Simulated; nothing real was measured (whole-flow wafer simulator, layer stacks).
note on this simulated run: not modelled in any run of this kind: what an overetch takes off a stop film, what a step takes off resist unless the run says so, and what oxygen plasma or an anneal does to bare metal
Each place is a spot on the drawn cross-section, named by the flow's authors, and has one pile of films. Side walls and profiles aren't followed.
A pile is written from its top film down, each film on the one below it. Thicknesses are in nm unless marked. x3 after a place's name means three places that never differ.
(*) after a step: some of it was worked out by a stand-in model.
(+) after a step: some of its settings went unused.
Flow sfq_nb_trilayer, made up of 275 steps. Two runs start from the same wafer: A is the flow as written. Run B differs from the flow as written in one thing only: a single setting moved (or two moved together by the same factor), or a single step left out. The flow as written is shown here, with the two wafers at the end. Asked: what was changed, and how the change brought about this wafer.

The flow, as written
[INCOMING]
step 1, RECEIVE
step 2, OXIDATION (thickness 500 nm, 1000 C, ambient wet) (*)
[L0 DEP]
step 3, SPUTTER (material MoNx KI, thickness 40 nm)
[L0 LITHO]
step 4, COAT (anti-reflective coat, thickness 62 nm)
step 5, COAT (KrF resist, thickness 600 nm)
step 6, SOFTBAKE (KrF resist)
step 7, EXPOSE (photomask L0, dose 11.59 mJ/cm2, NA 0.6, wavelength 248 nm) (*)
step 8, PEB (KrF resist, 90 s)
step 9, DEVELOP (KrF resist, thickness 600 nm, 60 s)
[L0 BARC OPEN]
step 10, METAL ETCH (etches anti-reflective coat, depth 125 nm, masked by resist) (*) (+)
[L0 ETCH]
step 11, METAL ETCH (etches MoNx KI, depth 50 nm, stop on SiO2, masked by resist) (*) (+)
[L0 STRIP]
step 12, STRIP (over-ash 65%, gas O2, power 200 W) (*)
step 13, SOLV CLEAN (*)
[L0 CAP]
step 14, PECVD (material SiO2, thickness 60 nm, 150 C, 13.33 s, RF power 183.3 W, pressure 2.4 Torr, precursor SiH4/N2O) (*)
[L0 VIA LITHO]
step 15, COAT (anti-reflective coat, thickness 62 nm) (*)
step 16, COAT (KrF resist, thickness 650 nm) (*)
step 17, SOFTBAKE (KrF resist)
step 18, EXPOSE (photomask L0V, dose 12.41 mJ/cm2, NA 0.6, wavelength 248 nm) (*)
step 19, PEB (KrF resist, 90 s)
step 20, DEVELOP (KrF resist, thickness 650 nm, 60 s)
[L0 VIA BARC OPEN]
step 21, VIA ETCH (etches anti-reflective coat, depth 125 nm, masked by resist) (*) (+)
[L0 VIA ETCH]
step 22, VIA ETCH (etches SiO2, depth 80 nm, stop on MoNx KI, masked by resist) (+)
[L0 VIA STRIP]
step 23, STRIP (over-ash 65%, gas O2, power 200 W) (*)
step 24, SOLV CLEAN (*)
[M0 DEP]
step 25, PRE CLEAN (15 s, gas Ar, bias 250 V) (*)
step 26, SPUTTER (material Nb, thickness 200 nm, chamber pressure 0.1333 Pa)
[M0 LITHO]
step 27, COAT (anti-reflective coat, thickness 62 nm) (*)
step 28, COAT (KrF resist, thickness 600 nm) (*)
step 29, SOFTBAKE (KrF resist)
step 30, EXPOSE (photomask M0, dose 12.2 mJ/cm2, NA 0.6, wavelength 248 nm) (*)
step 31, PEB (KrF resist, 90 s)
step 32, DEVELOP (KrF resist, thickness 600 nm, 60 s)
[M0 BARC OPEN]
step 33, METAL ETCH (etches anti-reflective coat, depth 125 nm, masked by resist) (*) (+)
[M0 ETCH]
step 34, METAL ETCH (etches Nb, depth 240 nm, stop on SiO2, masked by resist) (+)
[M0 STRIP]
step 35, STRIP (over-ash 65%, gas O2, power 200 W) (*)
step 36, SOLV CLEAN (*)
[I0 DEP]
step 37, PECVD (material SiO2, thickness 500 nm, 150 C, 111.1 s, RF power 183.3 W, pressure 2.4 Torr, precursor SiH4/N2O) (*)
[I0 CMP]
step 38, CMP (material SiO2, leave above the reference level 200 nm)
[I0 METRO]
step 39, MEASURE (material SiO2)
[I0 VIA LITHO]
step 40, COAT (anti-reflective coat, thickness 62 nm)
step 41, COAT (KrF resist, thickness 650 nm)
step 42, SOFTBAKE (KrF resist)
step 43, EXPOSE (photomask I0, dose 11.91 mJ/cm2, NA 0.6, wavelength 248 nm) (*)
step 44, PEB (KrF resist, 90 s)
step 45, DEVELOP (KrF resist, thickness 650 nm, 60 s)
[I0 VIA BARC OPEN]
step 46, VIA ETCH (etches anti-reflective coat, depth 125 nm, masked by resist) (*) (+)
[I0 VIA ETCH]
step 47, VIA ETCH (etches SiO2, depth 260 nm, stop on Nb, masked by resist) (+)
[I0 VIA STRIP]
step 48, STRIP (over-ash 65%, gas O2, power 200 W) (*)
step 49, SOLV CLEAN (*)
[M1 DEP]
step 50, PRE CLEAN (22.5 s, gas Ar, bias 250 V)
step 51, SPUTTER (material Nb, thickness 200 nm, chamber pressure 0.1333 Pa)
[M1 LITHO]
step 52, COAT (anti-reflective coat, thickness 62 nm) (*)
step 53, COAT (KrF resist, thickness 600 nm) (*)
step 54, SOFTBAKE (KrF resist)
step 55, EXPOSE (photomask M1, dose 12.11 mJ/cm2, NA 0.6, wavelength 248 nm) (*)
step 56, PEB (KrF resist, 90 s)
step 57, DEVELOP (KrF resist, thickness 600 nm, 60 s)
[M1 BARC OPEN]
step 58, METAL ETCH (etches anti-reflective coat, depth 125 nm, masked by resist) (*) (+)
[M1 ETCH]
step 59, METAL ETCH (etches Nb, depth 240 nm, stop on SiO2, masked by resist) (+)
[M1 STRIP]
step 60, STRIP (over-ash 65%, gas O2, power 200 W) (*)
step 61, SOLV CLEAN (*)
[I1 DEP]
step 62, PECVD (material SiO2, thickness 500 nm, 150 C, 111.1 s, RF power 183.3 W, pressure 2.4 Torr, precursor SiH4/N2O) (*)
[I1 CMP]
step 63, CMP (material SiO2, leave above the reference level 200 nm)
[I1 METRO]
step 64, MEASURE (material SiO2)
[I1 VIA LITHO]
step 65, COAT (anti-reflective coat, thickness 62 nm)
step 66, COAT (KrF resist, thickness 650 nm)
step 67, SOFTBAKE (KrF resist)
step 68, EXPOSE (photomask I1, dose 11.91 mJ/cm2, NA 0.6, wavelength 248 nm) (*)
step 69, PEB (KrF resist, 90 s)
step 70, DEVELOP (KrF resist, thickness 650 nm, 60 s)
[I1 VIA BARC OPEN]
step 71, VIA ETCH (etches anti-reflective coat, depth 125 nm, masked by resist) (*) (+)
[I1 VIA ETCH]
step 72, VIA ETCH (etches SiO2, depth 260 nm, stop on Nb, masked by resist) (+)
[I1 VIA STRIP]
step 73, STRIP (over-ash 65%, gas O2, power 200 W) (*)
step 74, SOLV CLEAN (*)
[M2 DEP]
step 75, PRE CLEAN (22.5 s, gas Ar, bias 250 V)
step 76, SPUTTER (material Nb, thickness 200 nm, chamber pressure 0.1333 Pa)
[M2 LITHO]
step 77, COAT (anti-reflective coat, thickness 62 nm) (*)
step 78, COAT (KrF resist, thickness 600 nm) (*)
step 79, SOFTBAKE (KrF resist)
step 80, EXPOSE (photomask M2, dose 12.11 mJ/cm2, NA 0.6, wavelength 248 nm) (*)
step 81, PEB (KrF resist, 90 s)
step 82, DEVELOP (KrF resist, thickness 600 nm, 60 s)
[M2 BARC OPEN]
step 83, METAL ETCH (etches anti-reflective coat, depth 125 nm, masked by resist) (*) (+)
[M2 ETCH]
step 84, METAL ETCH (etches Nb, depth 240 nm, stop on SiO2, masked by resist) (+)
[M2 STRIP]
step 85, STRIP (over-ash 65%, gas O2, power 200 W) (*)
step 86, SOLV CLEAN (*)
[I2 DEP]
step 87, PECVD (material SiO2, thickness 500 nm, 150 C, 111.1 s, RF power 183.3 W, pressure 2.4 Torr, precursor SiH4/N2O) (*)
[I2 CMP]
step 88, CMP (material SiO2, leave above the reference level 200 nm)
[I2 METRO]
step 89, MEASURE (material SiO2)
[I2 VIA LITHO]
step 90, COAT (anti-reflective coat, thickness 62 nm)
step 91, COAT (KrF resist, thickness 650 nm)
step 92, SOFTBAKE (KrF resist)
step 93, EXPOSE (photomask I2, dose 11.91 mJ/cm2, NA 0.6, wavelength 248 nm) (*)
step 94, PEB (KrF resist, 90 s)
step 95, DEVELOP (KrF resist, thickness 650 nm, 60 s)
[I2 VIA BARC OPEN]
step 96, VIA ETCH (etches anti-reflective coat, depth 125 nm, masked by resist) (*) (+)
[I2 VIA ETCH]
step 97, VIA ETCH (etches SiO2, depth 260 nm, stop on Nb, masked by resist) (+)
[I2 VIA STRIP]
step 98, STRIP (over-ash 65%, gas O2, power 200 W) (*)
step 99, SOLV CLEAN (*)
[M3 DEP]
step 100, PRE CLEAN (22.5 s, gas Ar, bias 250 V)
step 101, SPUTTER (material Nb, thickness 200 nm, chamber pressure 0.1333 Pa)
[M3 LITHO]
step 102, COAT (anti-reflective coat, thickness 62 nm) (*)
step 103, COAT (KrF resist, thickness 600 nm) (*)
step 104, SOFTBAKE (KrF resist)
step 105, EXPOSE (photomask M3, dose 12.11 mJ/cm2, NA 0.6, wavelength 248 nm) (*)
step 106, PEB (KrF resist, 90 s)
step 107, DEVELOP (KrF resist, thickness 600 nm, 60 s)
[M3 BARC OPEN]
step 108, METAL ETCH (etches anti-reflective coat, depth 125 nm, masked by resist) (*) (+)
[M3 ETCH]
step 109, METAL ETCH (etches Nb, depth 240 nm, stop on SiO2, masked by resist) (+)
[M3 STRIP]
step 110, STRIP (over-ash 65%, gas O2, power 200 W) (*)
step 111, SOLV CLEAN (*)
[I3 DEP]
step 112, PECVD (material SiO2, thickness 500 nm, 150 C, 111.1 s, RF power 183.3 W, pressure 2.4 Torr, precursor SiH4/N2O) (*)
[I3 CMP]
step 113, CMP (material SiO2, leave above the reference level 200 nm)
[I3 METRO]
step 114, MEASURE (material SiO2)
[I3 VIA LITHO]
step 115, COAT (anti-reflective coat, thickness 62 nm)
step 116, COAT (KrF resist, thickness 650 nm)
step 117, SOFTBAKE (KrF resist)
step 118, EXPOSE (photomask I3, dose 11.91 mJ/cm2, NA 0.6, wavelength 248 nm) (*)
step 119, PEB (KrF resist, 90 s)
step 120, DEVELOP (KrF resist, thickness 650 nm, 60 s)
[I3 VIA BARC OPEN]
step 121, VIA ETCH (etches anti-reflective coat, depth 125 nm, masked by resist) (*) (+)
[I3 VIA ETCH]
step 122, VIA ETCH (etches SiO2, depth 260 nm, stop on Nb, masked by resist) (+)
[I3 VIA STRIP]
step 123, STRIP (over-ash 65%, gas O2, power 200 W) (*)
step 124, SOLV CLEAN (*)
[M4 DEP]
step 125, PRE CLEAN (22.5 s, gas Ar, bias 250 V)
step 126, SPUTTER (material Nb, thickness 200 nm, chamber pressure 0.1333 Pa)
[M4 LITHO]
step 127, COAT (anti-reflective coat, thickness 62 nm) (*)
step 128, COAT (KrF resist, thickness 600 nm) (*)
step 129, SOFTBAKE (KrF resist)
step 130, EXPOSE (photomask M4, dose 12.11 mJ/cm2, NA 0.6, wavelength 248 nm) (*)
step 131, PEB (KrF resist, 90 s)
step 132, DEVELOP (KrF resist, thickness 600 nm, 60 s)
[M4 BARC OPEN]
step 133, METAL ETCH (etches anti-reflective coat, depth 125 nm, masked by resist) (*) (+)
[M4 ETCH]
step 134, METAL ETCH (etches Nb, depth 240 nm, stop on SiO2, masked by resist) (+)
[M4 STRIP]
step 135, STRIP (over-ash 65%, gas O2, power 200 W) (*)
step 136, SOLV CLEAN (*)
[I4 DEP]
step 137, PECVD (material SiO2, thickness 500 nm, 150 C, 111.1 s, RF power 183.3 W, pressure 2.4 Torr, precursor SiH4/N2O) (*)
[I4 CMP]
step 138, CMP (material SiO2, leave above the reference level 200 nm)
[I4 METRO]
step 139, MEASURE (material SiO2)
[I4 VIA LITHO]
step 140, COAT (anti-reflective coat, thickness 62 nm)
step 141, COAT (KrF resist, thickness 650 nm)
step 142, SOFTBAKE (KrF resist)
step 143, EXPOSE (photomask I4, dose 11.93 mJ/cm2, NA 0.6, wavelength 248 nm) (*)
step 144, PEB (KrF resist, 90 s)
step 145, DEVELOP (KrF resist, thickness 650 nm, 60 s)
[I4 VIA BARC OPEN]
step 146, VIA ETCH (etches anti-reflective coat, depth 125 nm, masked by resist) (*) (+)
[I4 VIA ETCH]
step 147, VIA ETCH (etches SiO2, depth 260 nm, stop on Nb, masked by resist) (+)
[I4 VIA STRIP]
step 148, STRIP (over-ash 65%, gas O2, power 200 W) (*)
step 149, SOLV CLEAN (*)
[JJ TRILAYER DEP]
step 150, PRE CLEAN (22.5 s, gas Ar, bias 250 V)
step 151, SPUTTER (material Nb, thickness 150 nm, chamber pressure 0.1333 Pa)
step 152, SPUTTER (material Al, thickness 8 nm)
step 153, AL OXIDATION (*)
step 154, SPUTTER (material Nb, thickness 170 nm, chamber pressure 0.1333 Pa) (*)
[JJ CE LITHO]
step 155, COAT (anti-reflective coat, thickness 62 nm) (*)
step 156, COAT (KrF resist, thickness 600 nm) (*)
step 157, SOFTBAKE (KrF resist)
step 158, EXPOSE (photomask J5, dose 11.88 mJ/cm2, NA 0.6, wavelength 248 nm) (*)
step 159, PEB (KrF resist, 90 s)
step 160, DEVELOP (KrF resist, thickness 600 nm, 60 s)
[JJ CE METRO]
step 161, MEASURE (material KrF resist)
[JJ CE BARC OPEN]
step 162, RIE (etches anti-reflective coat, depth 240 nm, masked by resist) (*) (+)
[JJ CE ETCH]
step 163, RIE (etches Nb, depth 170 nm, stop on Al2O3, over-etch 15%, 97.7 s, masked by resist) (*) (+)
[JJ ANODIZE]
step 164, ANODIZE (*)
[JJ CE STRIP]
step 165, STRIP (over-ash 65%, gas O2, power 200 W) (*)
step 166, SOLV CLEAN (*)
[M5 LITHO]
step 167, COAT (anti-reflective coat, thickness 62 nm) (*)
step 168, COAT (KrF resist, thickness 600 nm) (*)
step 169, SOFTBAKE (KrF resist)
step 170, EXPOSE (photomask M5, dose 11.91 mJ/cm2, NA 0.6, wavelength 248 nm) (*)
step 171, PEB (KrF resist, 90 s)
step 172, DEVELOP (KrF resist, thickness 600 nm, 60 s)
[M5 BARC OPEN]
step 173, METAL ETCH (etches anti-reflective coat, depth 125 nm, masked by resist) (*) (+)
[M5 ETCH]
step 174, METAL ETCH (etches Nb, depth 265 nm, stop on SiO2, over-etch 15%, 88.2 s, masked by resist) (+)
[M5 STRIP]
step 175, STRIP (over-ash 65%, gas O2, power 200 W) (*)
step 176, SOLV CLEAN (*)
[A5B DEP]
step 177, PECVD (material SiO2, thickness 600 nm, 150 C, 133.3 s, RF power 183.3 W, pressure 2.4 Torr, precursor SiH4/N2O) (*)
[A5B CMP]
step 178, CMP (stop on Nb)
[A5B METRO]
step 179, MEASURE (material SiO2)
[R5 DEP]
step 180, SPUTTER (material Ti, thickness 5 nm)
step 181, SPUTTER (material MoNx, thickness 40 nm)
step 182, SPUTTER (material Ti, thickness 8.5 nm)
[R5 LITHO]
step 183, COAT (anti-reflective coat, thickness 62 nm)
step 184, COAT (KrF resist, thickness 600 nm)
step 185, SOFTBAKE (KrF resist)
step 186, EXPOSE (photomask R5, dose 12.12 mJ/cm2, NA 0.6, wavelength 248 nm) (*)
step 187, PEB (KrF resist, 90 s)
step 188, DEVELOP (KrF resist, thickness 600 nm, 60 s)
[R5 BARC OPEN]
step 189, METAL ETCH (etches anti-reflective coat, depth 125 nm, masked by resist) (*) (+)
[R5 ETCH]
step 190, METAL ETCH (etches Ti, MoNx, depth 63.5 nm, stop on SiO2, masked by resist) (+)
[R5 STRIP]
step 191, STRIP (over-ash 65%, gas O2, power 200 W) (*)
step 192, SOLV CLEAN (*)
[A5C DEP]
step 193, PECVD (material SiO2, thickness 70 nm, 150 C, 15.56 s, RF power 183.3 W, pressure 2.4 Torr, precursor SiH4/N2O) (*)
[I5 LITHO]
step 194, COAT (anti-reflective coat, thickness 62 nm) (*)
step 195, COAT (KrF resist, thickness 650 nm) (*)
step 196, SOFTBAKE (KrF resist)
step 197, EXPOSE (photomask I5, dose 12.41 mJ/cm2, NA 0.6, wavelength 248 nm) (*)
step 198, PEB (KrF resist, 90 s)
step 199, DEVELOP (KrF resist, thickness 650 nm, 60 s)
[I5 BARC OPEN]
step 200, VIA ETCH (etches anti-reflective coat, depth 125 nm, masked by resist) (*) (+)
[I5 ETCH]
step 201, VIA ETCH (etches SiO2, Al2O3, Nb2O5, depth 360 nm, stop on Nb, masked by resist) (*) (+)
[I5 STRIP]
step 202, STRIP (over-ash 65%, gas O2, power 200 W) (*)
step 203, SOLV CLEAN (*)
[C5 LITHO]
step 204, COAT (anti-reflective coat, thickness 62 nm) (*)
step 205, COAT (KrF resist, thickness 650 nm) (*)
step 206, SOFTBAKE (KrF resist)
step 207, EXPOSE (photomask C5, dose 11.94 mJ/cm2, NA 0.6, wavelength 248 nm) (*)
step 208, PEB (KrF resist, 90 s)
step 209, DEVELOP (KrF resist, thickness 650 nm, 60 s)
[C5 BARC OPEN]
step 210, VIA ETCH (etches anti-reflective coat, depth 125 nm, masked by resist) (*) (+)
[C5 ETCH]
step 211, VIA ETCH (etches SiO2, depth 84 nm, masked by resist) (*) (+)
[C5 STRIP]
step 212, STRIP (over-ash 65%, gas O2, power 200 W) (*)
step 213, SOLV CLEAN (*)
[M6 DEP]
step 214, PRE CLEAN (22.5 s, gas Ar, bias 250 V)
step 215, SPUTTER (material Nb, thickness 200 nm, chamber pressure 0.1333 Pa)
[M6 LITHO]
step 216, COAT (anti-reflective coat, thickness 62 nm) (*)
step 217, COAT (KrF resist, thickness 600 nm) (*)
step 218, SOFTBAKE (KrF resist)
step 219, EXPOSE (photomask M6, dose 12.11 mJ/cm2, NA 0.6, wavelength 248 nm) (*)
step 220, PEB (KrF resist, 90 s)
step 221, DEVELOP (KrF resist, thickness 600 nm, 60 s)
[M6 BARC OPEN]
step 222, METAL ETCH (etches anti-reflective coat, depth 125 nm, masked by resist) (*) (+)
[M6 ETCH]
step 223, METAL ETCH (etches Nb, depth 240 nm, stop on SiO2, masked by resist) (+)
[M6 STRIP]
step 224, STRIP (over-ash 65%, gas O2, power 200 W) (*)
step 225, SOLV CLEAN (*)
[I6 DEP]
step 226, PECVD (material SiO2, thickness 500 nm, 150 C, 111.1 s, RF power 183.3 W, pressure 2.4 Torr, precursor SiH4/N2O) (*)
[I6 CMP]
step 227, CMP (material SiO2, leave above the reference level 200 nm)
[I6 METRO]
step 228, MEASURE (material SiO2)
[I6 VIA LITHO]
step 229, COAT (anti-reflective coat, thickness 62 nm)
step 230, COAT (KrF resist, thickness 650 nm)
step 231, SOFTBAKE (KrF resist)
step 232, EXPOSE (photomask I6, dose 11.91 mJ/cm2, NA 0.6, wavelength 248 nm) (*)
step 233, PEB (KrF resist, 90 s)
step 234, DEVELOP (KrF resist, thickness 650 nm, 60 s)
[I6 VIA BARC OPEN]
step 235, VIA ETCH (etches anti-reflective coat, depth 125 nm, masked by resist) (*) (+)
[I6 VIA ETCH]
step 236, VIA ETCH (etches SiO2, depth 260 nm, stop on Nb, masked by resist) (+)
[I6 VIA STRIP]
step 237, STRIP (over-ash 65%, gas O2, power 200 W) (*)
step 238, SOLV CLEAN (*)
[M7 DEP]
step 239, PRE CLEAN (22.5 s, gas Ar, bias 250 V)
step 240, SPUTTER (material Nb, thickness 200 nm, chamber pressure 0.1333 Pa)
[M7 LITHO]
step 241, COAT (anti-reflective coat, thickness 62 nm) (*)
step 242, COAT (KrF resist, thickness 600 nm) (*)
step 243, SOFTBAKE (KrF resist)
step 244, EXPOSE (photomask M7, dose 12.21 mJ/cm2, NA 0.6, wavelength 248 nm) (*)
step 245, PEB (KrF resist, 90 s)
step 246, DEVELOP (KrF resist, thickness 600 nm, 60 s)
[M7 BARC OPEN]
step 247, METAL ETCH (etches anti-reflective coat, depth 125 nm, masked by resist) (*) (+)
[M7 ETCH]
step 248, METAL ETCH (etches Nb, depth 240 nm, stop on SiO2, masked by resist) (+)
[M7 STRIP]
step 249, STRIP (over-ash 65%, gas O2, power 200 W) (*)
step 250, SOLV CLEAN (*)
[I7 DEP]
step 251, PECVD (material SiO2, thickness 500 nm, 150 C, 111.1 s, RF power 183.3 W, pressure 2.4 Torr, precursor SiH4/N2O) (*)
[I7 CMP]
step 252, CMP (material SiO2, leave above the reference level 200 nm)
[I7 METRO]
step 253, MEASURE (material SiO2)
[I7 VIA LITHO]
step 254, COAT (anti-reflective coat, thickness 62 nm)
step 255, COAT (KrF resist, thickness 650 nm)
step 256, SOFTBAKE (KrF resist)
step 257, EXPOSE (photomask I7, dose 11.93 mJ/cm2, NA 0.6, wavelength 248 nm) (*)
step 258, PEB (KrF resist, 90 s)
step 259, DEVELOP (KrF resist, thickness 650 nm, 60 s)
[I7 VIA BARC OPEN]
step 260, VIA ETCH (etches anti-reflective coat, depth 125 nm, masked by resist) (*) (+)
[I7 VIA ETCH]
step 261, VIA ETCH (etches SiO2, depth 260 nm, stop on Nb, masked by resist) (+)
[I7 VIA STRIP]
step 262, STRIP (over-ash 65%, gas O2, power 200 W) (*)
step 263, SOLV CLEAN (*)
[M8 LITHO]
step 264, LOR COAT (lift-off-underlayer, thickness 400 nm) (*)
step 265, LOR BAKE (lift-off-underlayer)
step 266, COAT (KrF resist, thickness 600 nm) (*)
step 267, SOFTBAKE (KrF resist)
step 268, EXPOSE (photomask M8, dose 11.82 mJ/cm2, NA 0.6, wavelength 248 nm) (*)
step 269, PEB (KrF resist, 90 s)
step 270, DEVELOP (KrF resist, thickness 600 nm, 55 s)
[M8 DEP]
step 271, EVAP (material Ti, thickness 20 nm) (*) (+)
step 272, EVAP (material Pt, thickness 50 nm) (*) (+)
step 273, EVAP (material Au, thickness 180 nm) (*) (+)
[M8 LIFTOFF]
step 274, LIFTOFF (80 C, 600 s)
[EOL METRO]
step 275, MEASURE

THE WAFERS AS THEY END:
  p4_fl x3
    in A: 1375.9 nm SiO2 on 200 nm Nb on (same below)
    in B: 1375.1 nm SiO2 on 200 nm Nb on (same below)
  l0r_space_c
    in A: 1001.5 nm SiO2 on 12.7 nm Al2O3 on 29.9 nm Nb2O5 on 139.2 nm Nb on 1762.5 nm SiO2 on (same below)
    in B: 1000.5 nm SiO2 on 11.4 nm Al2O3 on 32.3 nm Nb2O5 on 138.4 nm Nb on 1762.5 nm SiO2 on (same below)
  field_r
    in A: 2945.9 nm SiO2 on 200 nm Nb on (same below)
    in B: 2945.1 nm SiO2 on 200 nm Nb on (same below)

What caused this: step 152, SPUTTER: thickness 7.2 nm was run, while the flow as written has thickness 8 nm.

How this came from the change, step by step:
  step 152, SPUTTER (material Al, thickness 8 nm)
      field_l, v_sur, via_sp and 100 more: A Al gains 8 (new film) | B Al gains 7.2 (new film)
      via_wl, via_wr: A Al gains 5.14 (new film) | B Al gains 4.62 (new film)
      (also at 1 further place)
  step 164, ANODIZE (*)
      field_l, v_sur, via_sp and 96 more: A Al2O3 gains 12.2, Nb2O5 gains 29.9 (new film), Al loses 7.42 (all of it), Nb loses 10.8 | B Al2O3 gains 10.9, Nb2O5 gains 32.3 (new film), Al loses 6.62 (all of it), Nb loses 11.6
      via_wl, via_wr: A Al2O3 gains 7.52 (new film), Nb2O5 gains 39.2 (new film), Al loses 4.56 (all of it), Nb loses 14.1 | B Al2O3 gains 6.67 (new film), Nb2O5 gains 40.7 (new film), Al loses 4.04 (all of it), Nb loses 14.6
      (also at 1 further place)
  step 167, COAT (anti-reflective coat, thickness 62 nm) (*)
      ce_l: A anti-reflective coat gains 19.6 (new film) | B anti-reflective coat gains 18.7 (new film)
      ce_r: A anti-reflective coat gains 19.7 (new film) | B anti-reflective coat gains 18.7 (new film)
  step 174, METAL ETCH (etches Nb, depth 265 nm, stop on SiO2, over-etch 15%, 88.2 s, masked by resist) (+)
      field_l, r_sur, res and 50 more: A Al2O3 loses 12.6 (all of it), Nb2O5 loses 29.9 (all of it), Nb loses 139.2 (all of it), SiO2 loses 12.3 | B Al2O3 loses 11.3 (all of it), Nb2O5 loses 32.3 (all of it), Nb loses 138.4 (all of it), SiO2 loses 12.3
  step 175, STRIP (over-ash 65%, gas O2, power 200 W) (*)
      ce_l: A KrF resist loses 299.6 (all of it), anti-reflective coat loses 19.6 (all of it) | B KrF resist loses 301.2 (all of it), anti-reflective coat loses 18.7 (all of it)
      ce_r: A KrF resist loses 299.9 (all of it), anti-reflective coat loses 19.7 (all of it) | B KrF resist loses 301.5 (all of it), anti-reflective coat loses 18.7 (all of it)
  step 201, VIA ETCH (etches SiO2, Al2O3, Nb2O5, depth 360 nm, stop on Nb, masked by resist) (*) (+)
      be: A SiO2 loses 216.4 (all of it), Al2O3 loses 12.7 (all of it), Nb2O5 loses 29.9 (all of it) | B SiO2 loses 215.4 (all of it), Al2O3 loses 11.4 (all of it), Nb2O5 loses 32.3 (all of it)
